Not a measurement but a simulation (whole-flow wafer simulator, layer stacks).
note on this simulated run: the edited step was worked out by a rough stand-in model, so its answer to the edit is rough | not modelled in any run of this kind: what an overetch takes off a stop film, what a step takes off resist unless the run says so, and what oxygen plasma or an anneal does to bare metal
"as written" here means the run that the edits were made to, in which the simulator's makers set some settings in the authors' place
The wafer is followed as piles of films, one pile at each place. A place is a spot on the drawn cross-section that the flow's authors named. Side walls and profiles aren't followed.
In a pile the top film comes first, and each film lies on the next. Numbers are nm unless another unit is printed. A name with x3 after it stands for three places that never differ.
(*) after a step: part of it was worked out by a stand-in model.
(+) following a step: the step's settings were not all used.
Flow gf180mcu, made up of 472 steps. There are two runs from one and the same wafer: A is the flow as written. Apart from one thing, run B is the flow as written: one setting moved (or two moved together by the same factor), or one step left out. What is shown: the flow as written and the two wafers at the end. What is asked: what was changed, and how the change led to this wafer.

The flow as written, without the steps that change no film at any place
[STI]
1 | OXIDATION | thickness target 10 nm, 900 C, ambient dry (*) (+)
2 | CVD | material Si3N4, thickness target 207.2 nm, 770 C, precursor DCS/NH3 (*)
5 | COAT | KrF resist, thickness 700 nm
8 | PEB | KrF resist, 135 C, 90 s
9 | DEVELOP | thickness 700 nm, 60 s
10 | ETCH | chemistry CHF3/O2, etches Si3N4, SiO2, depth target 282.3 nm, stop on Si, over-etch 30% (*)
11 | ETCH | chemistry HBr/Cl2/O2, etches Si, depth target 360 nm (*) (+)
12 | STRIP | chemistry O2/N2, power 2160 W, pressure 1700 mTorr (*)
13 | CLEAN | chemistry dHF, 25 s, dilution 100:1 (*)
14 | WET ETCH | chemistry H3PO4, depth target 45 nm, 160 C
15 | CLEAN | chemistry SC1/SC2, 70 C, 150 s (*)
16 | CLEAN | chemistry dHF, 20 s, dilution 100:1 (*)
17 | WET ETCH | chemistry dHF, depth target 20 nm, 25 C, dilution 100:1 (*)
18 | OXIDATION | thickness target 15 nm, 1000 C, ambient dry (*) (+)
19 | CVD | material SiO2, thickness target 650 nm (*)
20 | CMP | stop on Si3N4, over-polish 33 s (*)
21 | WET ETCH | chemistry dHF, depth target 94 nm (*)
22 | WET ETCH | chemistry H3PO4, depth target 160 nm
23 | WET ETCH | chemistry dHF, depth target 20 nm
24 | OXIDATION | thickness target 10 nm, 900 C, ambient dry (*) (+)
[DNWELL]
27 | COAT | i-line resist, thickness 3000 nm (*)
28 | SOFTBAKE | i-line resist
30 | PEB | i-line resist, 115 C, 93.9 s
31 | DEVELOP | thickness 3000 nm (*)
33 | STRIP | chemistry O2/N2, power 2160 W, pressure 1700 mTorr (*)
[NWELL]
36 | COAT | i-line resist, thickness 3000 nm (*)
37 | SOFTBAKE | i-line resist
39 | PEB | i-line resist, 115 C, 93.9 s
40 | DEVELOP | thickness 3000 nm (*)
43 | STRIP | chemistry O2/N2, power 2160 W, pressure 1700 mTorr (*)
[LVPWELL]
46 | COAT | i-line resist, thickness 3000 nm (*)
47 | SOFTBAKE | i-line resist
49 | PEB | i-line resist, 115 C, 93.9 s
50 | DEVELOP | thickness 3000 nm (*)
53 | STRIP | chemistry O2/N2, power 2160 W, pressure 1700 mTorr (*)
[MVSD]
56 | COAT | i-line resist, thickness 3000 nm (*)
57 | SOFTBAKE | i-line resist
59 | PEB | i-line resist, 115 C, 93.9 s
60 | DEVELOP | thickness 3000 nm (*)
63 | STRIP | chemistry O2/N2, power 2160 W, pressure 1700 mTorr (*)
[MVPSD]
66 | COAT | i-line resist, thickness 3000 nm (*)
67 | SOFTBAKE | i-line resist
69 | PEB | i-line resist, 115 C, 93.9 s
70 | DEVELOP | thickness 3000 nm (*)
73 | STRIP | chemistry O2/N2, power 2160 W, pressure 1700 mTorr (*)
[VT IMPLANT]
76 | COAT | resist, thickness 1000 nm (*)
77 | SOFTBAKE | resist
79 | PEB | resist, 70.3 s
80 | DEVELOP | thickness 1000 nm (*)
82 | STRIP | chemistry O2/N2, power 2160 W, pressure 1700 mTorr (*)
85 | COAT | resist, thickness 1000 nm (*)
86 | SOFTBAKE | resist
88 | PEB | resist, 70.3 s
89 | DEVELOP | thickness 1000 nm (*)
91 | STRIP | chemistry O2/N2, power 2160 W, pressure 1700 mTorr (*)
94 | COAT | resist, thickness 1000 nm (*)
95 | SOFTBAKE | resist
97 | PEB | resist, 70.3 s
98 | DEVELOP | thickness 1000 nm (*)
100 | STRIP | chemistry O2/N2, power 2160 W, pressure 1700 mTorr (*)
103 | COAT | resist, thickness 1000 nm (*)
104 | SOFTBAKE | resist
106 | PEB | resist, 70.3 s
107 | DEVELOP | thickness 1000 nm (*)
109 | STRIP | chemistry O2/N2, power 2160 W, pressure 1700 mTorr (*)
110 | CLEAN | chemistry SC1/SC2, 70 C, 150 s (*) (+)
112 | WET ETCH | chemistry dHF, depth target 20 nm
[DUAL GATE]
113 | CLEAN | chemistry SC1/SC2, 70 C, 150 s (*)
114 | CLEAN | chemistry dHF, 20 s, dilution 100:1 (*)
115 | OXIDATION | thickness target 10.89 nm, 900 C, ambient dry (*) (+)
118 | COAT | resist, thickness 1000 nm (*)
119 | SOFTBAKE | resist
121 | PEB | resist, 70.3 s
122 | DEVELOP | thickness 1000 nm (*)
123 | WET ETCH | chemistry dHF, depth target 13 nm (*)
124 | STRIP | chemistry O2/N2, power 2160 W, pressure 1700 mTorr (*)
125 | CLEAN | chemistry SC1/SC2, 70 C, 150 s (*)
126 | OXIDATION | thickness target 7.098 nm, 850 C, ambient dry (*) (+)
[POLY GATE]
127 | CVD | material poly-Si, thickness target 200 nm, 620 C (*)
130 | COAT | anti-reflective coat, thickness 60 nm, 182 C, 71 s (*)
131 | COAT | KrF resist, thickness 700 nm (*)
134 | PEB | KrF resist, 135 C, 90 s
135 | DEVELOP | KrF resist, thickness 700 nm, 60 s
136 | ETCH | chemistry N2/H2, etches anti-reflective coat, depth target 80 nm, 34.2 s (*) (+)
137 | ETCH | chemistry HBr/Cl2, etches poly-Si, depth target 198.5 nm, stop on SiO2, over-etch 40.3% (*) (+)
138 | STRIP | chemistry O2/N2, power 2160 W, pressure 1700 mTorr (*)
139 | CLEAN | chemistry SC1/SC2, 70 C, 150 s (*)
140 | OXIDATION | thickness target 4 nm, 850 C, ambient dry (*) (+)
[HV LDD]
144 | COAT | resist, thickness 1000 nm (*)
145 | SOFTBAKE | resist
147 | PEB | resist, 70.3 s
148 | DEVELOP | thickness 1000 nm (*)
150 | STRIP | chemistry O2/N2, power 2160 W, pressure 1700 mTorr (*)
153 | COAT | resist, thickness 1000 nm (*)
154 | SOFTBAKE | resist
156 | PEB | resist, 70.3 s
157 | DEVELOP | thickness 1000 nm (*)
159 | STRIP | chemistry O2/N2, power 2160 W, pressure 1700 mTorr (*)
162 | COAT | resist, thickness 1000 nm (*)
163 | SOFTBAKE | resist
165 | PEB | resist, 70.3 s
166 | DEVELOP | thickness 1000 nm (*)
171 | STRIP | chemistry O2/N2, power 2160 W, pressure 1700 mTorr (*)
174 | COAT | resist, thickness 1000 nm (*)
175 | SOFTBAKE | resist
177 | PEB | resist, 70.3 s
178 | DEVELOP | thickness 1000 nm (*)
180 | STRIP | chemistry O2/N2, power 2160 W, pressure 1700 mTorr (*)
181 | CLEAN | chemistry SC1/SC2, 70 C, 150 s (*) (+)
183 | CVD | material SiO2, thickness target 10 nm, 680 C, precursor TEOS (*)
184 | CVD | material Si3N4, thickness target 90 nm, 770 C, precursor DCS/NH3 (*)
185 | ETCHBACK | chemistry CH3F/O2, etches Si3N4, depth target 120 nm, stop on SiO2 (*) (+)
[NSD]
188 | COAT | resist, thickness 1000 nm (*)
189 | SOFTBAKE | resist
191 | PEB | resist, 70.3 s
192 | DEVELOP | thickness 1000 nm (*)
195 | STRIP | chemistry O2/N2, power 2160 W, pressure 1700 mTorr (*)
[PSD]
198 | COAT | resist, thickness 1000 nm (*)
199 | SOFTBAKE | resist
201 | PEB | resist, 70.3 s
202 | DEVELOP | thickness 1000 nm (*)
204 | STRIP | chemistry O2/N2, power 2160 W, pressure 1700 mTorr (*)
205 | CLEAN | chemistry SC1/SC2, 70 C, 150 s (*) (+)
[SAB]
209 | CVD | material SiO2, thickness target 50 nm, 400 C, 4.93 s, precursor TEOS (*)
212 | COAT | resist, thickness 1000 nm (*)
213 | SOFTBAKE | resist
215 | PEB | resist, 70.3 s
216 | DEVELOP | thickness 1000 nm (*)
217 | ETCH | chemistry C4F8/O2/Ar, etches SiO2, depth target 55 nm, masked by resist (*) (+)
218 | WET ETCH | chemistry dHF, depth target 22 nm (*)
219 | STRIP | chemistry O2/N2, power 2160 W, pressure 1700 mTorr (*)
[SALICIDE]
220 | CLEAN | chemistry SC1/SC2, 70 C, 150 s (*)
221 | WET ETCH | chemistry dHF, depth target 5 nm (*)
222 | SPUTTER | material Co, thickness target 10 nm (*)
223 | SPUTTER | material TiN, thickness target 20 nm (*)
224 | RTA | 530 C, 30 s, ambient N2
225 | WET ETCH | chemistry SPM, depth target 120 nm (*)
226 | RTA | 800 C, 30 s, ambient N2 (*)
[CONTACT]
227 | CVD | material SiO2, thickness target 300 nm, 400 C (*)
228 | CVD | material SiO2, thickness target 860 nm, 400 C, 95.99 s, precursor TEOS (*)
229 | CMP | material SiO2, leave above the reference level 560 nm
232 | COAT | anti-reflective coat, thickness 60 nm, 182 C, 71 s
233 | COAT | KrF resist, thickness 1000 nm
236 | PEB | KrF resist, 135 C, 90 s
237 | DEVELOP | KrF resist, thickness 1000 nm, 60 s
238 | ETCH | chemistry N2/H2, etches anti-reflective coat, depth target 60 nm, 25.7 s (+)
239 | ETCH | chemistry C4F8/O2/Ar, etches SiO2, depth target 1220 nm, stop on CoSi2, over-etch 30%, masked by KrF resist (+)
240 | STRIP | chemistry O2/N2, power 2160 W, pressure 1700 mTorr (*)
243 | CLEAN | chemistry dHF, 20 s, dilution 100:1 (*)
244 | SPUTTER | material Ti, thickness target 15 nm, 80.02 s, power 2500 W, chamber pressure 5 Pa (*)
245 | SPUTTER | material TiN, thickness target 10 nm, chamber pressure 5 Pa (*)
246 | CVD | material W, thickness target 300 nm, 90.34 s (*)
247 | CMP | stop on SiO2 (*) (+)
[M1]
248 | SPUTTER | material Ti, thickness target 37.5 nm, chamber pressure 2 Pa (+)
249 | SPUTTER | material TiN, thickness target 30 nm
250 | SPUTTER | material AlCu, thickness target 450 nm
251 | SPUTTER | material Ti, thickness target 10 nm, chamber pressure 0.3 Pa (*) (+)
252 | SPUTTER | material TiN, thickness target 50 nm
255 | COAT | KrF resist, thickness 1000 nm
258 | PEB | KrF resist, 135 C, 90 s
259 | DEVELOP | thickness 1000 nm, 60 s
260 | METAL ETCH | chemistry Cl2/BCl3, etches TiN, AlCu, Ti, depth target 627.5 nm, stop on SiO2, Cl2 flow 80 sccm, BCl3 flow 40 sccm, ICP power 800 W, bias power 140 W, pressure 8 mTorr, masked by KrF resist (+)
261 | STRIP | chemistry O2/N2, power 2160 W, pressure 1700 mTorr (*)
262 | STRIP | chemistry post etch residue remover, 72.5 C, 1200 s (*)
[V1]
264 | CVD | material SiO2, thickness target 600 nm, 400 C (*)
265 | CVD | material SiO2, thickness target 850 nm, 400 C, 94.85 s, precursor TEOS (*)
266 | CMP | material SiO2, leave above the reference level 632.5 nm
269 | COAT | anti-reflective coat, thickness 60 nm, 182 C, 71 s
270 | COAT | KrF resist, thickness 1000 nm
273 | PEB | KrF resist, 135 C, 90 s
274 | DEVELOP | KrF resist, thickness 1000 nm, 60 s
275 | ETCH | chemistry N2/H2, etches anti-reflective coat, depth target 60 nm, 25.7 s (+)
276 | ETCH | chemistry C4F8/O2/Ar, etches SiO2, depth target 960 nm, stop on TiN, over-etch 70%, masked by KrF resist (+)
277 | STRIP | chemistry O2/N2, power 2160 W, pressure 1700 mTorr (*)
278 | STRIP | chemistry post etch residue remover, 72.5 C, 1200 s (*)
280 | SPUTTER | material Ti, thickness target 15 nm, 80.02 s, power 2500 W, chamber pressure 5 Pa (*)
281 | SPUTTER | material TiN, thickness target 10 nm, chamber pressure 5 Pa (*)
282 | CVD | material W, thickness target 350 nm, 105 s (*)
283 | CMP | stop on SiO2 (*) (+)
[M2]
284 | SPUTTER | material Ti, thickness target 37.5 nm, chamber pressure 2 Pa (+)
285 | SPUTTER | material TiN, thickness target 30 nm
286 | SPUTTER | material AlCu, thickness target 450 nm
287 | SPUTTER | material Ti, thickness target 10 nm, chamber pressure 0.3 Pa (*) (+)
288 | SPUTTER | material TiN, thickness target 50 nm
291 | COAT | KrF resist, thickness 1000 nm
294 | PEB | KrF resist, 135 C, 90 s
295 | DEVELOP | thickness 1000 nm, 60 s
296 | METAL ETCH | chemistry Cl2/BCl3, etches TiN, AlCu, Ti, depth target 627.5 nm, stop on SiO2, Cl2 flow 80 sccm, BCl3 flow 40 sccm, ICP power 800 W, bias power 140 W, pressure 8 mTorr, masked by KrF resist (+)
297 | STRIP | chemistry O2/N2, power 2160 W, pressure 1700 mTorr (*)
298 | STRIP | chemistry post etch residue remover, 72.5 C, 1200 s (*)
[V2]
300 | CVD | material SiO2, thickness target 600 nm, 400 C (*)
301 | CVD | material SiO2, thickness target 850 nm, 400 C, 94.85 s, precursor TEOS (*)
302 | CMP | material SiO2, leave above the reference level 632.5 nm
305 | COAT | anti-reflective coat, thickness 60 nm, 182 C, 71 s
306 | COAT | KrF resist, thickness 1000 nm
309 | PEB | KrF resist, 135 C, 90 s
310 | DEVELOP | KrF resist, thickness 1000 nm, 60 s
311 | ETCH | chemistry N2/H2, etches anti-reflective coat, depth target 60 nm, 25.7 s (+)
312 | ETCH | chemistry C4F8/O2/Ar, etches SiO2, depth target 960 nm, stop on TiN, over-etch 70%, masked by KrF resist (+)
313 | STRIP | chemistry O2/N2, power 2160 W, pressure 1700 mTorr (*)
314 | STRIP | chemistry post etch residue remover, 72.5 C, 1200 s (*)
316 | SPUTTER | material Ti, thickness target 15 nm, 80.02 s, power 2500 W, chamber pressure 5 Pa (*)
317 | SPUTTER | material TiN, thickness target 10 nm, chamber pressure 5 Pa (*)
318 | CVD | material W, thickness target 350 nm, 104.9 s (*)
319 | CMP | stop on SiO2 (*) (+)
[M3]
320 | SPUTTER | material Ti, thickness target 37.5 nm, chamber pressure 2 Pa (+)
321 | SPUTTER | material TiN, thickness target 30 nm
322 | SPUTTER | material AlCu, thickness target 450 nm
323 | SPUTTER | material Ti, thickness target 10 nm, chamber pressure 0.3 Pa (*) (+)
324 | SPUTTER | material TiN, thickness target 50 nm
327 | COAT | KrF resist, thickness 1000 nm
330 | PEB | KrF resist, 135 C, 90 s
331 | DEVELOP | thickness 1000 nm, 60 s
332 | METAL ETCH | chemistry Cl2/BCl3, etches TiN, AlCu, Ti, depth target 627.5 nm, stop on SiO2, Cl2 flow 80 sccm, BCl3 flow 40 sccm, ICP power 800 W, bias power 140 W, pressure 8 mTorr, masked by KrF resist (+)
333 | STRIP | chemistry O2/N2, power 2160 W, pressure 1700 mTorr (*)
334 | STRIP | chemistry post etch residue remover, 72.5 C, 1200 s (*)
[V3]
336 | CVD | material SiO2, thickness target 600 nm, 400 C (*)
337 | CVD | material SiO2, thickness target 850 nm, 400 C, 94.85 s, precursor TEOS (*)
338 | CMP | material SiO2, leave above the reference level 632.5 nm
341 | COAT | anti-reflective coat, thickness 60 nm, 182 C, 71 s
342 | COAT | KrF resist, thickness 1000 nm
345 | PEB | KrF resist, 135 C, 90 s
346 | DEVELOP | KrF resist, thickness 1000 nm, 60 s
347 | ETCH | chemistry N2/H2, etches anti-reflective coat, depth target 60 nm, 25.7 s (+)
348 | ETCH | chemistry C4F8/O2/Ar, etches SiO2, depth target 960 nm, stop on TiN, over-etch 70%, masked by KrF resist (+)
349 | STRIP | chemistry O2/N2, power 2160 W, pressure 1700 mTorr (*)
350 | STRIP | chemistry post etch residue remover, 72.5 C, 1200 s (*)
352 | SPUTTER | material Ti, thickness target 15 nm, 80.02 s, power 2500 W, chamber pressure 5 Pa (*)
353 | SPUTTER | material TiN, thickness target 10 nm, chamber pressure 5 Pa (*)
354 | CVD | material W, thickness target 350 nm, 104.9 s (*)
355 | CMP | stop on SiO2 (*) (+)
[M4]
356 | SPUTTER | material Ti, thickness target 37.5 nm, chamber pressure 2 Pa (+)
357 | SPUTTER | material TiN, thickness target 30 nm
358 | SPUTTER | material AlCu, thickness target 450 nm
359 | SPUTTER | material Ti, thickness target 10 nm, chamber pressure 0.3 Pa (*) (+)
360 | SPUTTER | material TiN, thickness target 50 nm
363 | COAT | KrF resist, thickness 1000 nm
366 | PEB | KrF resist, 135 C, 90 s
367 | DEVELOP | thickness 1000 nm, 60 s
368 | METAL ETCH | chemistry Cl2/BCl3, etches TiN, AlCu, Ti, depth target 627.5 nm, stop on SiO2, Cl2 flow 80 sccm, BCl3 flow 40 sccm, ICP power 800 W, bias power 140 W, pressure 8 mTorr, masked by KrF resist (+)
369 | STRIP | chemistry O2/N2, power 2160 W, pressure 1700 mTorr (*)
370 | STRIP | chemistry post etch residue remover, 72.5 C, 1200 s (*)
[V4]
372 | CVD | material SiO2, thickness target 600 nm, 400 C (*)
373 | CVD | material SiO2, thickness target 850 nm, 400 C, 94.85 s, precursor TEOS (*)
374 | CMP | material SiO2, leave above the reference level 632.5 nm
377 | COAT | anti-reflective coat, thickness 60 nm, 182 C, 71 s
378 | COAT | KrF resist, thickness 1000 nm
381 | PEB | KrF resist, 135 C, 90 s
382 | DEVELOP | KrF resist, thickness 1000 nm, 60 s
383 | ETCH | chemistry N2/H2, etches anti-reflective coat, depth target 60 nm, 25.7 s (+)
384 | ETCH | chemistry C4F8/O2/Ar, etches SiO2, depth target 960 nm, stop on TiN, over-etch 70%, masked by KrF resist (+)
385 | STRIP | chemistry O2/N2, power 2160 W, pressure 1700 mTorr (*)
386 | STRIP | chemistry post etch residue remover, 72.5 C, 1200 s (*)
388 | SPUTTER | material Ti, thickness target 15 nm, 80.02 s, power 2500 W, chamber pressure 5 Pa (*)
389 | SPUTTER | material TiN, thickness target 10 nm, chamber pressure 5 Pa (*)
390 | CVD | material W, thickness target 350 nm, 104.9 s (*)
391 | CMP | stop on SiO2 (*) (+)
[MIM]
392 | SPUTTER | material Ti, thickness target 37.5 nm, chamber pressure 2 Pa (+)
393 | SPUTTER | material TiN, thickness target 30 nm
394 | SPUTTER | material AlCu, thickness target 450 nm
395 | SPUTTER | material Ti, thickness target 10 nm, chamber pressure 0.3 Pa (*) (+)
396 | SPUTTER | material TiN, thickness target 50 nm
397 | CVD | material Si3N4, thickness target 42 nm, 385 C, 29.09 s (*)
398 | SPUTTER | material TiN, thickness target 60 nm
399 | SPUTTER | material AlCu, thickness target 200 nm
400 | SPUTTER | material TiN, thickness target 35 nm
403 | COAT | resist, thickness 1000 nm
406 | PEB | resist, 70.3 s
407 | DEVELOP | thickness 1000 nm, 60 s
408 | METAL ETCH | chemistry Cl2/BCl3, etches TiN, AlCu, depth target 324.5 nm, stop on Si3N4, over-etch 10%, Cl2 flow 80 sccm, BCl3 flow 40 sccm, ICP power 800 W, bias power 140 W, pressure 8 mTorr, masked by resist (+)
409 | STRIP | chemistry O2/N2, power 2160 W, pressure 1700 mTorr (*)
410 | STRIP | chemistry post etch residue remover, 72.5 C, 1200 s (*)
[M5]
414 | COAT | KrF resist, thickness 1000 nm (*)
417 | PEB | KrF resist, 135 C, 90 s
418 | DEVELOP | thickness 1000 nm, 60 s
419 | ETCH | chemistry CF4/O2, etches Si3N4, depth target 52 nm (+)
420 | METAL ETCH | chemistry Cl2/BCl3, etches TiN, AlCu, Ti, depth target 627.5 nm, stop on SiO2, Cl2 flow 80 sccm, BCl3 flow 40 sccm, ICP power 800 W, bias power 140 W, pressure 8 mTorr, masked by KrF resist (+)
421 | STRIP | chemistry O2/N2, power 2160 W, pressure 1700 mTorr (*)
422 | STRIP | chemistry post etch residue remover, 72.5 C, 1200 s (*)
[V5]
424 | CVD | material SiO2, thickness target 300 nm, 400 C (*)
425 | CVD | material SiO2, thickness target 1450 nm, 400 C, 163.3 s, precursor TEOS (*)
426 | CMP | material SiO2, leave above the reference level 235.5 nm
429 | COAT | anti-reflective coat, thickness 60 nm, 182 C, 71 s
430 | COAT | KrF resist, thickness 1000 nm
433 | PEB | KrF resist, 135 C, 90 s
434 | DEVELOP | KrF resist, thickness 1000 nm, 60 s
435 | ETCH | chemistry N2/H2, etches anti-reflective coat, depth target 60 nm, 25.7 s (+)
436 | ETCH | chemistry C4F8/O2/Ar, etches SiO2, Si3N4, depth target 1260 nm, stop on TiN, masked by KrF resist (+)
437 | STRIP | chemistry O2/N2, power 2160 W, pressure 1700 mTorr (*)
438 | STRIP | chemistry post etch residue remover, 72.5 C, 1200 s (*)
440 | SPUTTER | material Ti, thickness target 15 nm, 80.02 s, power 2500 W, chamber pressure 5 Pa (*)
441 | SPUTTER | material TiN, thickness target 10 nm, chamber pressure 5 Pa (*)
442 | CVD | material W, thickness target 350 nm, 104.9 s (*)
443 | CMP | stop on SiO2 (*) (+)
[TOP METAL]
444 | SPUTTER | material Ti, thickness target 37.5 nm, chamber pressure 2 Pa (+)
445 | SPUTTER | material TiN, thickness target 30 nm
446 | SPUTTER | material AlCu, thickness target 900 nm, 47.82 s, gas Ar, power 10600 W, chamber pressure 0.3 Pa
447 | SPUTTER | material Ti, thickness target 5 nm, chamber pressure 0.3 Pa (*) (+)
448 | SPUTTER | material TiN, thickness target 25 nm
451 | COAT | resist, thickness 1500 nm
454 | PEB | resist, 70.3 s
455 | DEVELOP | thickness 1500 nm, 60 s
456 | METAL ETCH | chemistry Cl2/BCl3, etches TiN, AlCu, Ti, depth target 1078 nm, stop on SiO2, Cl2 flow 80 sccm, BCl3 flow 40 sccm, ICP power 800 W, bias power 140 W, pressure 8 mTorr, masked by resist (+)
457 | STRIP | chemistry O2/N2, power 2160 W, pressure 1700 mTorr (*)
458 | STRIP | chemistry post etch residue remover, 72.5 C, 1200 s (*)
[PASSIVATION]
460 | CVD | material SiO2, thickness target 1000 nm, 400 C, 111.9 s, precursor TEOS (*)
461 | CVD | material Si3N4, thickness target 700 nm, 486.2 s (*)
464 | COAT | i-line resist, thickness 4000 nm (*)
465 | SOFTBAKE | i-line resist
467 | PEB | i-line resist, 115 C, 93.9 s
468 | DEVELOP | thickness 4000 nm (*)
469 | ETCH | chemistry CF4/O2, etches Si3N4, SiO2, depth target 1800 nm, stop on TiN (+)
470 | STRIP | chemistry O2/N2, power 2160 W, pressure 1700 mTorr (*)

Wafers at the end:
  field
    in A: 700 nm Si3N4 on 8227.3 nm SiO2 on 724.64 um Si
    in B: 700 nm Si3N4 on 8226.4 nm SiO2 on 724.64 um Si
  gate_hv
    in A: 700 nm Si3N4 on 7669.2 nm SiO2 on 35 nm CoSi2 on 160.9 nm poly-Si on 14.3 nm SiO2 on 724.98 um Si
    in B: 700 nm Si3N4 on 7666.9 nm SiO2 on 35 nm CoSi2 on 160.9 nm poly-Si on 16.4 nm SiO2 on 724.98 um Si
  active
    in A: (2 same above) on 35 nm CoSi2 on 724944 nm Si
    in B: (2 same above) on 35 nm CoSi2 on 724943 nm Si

Cause: step 126, OXIDATION: thickness target 9.582 nm was run, while the flow as written has thickness target 7.098 nm.

Step by step, how the change led to this:
  126 | OXIDATION | thickness target 7.098 nm, 850 C, ambient dry (*) (+)
      gate_hv, active_hv, active_nat and 25 more: A +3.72 SiO2, -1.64 Si | B +5.85 SiO2, -2.57 Si
      active, n_well, p_well and 12 more: A +7.1 SiO2 (new film), -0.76 chemical SiO2 (all of it), -2.79 Si | B +9.58 SiO2 (new film), -0.76 chemical SiO2 (all of it), -3.88 Si
  189 | SOFTBAKE | resist
      nw_enc_fld_lv__w3: A +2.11 resist | B -1.6 resist
  199 | SOFTBAKE | resist
      nw_enc_fld_lv__w3: A +2.11 resist | B -1.6 resist
  218 | WET ETCH | chemistry dHF, depth target 22 nm (*)
      active, p_well, sd_n, iso_ptap_pw, iso_ntap_nw, iso_ptap_sub, vpnp_e: A -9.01 SiO2 (all of it) | B -11.4 SiO2 (all of it)
      ldn_tap, ldn_src, ldn_drn, ldp_tap, ldp_src, ldp_drn, ldp_gr: A -16 SiO2 (all of it) | B -18 SiO2 (all of it)
      (as well as at 9 more places)
